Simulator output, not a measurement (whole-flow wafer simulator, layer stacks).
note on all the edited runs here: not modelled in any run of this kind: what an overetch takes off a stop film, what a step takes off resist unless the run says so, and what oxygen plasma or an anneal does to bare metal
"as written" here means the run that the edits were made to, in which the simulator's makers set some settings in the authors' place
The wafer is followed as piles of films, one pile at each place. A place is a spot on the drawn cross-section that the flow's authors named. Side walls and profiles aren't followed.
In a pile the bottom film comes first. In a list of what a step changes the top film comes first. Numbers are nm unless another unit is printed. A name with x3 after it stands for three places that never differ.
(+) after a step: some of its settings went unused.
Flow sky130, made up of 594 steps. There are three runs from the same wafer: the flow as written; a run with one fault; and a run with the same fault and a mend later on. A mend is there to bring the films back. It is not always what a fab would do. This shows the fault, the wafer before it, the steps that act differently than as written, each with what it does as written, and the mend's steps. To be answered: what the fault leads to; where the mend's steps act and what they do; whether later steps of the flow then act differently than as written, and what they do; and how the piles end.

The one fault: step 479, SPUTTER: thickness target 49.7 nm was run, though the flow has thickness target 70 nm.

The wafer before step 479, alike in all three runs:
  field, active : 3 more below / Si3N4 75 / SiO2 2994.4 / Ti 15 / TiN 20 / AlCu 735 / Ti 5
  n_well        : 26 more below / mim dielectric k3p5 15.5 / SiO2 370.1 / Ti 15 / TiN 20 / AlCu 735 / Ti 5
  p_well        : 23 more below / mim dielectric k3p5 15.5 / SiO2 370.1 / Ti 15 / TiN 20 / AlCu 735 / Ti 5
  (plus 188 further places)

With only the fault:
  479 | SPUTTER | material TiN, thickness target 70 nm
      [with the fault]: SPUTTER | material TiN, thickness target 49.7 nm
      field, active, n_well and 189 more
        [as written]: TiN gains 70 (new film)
        [with the fault]: TiN gains 49.7 (new film)
  Steps later in the flow that act otherwise than as written (not shown: 11 more steps that differ only slightly, by at most 2% or 0.5 nm, whichever is larger):
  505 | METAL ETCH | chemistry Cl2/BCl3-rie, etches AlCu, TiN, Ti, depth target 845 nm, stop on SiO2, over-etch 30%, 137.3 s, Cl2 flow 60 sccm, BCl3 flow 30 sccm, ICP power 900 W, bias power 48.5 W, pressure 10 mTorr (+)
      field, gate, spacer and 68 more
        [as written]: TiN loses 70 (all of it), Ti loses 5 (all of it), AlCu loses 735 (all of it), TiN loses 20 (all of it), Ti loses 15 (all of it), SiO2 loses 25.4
        [with the fault]: TiN loses 49.7 (all of it), Ti loses 5 (all of it), AlCu loses 735 (all of it), TiN loses 20 (all of it), Ti loses 15 (all of it), SiO2 loses 27.4
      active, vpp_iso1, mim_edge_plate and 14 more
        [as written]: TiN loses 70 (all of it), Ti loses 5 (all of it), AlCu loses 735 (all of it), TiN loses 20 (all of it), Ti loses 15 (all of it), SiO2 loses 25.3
        [with the fault]: TiN loses 49.7 (all of it), Ti loses 5 (all of it), AlCu loses 735 (all of it), TiN loses 20 (all of it), Ti loses 15 (all of it), SiO2 loses 27.4
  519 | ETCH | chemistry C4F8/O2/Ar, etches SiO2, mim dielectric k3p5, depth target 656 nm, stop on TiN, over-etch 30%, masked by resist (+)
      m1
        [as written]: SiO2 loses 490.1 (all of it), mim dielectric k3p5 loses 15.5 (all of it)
        [with the fault]: SiO2 loses 510.4 (all of it), mim dielectric k3p5 loses 15.5 (all of it)
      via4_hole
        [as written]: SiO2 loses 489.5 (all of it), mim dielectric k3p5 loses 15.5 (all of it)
        [with the fault]: SiO2 loses 509.8 (all of it), mim dielectric k3p5 loses 15.5 (all of it)
  The piles end different from the flow's at n_well, p_well, gate_hv and 102 more by more than 2% or 0.5 nm, whichever is larger.
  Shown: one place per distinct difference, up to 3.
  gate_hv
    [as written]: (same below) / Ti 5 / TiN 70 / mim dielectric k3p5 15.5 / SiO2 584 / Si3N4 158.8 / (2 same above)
    [with the fault]: (same below) / Ti 5 / TiN 49.7 / mim dielectric k3p5 15.5 / SiO2 604.3 / Si3N4 158.8 / (2 same above)
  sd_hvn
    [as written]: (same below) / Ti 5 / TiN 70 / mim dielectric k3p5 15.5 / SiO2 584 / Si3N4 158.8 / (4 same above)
    [with the fault]: (same below) / Ti 5 / TiN 49.7 / mim dielectric k3p5 15.5 / SiO2 604.3 / Si3N4 158.8 / (4 same above)
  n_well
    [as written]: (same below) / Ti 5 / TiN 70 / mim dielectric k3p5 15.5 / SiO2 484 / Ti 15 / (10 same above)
    [with the fault]: (same below) / Ti 5 / TiN 49.7 / mim dielectric k3p5 15.5 / SiO2 504.3 / Ti 15 / (10 same above)

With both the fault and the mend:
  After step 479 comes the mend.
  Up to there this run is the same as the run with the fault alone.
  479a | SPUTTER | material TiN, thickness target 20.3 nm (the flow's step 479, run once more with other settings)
      field, active, n_well and 189 more
        TiN gains 20.3
  Later steps of the flow that are run all act as written at every place that is followed.
  At every place that both follow, the piles at the end match the flow's.
